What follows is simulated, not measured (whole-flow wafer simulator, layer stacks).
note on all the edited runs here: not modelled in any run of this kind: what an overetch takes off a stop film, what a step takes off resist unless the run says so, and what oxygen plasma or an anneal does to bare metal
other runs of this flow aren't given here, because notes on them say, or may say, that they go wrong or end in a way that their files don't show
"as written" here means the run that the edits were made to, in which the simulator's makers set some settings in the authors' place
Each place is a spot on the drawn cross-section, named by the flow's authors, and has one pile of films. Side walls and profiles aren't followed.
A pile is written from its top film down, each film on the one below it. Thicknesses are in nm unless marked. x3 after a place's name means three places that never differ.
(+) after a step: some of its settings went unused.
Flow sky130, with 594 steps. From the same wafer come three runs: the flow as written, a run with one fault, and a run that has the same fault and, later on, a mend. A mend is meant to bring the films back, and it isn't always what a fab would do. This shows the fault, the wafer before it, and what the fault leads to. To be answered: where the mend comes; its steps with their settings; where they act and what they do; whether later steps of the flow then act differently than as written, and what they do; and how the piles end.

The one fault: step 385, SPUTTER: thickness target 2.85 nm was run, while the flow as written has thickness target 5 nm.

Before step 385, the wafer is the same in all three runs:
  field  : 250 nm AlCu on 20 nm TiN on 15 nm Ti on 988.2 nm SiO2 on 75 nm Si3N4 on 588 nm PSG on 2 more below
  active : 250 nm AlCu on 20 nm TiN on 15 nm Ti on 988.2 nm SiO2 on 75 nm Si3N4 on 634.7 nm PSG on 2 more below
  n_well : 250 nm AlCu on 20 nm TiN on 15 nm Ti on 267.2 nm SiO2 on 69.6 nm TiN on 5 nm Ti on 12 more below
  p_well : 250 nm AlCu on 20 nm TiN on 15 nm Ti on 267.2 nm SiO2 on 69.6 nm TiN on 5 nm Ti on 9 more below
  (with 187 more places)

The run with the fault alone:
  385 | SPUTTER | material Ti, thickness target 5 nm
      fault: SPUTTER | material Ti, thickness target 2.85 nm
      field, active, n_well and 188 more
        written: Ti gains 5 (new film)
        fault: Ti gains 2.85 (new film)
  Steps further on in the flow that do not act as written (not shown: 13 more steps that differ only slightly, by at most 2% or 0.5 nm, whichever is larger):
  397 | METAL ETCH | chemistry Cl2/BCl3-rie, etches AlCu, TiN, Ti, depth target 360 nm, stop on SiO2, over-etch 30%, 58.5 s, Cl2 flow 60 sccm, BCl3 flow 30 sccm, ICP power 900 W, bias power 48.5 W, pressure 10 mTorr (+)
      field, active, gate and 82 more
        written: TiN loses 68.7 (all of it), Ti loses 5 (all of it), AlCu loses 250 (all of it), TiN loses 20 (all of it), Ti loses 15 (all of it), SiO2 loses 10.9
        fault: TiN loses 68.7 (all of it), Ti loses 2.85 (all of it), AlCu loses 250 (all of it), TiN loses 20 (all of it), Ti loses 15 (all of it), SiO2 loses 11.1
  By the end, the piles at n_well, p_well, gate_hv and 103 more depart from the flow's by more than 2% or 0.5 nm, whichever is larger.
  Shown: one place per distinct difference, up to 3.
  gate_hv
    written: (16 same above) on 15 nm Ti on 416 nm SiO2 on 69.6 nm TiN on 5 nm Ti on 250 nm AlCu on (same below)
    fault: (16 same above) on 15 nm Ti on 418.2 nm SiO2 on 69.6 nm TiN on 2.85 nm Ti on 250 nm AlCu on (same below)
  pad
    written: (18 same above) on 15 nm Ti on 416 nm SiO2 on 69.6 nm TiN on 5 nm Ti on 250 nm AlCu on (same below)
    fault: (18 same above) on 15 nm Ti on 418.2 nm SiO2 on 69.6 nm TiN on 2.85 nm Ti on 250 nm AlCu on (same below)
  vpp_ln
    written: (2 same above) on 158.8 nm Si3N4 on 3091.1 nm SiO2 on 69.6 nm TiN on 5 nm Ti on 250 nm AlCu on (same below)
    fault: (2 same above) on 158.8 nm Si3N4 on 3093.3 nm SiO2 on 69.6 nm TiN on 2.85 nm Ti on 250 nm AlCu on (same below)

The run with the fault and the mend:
  The mend stands after step 385.
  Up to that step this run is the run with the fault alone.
  385a | SPUTTER | material Ti, thickness target 2.15 nm (the flow's step 385 again, with other settings)
      field, active, n_well and 188 more
        Ti gains 2.15
  None of the later steps of the flow acts differently than as written at any place that is followed.
  At every place that both follow, the piles at the end match the flow's.
